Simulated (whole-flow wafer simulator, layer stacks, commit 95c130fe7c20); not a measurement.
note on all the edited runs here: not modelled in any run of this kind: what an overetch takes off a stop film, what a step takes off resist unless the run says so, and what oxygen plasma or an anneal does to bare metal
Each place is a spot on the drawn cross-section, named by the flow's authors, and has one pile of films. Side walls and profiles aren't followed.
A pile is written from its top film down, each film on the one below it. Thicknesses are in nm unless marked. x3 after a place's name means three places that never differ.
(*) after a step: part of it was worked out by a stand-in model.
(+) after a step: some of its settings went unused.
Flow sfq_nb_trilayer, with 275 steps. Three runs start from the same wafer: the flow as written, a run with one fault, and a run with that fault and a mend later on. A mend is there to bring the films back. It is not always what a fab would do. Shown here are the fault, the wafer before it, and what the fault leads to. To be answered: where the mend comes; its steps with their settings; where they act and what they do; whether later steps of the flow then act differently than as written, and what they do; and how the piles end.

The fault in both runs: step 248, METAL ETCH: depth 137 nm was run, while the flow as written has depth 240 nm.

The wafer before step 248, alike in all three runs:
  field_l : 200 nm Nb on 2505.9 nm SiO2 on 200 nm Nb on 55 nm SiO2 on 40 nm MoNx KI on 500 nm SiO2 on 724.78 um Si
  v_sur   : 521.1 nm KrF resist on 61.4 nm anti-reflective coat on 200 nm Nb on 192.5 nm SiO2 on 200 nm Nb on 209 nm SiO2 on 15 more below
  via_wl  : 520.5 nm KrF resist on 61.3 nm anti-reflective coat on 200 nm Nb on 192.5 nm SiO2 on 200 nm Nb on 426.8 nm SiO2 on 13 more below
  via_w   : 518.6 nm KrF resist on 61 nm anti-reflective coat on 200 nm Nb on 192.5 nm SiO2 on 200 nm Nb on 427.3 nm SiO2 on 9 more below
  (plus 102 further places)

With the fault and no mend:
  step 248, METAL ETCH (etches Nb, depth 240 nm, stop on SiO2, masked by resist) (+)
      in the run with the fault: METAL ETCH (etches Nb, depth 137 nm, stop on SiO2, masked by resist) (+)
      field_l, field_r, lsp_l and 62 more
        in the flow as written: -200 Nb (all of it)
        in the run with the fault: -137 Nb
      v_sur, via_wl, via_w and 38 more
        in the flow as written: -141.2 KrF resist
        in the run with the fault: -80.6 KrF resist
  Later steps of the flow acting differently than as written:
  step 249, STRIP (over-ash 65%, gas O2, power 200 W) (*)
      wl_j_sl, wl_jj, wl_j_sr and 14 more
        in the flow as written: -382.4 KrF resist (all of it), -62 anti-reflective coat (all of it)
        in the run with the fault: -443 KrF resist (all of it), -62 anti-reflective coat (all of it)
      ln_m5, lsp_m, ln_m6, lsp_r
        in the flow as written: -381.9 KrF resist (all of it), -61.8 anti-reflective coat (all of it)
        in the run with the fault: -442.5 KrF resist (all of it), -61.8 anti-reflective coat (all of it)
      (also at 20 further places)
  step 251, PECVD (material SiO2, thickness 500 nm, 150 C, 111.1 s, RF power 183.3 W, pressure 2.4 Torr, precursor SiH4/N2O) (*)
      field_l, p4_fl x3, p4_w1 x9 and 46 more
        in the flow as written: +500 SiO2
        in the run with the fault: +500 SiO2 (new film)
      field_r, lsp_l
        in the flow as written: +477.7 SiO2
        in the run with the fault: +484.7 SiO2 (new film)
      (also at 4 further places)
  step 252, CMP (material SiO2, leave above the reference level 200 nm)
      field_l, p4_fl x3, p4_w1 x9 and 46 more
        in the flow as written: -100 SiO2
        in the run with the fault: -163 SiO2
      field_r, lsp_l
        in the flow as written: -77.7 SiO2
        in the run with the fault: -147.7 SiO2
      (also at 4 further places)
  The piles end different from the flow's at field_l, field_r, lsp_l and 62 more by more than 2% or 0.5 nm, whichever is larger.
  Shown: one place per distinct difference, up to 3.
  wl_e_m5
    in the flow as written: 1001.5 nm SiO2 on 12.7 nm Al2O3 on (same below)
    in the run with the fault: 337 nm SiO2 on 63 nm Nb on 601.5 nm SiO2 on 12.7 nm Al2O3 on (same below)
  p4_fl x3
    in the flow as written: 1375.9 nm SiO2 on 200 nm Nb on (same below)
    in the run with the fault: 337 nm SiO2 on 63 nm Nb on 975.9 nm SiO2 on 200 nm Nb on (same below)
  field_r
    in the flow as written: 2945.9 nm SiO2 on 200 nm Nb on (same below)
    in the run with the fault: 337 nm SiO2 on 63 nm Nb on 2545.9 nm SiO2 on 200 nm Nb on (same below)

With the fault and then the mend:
  The mend follows step 248.
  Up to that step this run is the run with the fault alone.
  step 248a, METAL ETCH (etches Nb, depth 103 nm, stop on SiO2, masked by resist) (+) (a further turn of the flow's step 248, with different settings)
      field_l, field_r, lsp_l and 62 more
        -63 Nb (all of it)
      v_sur, via_wl, via_w and 38 more
        -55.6 KrF resist
  Every later step of the flow that is run acts as written, at every place that is followed, to within 2% or 0.5 nm, whichever is larger.
  By the end, the piles equal the flow's at every place that both follow.
